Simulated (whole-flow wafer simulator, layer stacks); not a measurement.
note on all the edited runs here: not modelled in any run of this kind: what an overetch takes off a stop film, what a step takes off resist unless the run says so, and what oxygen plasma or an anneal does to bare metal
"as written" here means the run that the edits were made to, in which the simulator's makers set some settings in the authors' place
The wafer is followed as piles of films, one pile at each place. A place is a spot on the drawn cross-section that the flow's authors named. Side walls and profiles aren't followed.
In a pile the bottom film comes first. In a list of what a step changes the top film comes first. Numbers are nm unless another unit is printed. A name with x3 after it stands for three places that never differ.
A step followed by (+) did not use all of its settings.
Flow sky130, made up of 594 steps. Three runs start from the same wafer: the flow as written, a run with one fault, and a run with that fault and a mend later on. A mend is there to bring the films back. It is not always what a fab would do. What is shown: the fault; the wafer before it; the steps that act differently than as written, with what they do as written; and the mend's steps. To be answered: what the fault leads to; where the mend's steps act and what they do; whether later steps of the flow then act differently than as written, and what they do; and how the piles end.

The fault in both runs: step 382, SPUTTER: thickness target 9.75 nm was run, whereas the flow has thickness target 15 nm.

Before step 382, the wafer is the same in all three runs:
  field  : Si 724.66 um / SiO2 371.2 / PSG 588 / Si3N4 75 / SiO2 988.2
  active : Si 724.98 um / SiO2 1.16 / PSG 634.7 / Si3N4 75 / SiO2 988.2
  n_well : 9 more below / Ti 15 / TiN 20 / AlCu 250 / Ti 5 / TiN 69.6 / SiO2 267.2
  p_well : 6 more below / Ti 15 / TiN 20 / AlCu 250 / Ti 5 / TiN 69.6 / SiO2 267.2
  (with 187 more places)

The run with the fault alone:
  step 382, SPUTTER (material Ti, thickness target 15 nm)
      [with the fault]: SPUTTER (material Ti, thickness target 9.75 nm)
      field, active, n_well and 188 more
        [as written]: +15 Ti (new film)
        [with the fault]: +9.75 Ti (new film)
  Steps later in the flow that act otherwise than as written (9 more steps, not shown, differ only slightly: by at most 2% or 0.5 nm, whichever is larger):
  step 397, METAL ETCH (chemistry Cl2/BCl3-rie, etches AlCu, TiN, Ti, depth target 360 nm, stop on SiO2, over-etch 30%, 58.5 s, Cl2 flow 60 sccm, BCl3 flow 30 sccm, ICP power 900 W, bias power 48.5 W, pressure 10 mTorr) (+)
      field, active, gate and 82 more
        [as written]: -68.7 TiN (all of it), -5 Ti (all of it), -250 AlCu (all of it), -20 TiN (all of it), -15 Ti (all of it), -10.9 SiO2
        [with the fault]: -68.7 TiN (all of it), -5 Ti (all of it), -250 AlCu (all of it), -20 TiN (all of it), -9.75 Ti (all of it), -11.5 SiO2
  The piles end different from the flow's at n_well, p_well, gate_hv and 103 more by more than 2% or 0.5 nm, whichever is larger.
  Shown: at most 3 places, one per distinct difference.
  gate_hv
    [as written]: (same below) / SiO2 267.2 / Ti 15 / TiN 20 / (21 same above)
    [with the fault]: (same below) / SiO2 267.2 / Ti 9.75 / TiN 20 / (21 same above)
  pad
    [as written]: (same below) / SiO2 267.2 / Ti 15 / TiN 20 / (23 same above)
    [with the fault]: (same below) / SiO2 267.2 / Ti 9.75 / TiN 20 / (23 same above)
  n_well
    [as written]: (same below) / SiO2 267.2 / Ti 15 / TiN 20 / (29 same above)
    [with the fault]: (same below) / SiO2 267.2 / Ti 9.75 / TiN 20 / (29 same above)

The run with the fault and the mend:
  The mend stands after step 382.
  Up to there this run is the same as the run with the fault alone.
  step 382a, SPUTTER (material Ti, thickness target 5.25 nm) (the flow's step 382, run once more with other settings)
      field, active, n_well and 188 more
        +5.25 Ti
  None of the later steps of the flow acts differently than as written at any place that is followed.
  By the end, the piles equal the flow's at every place that both follow.
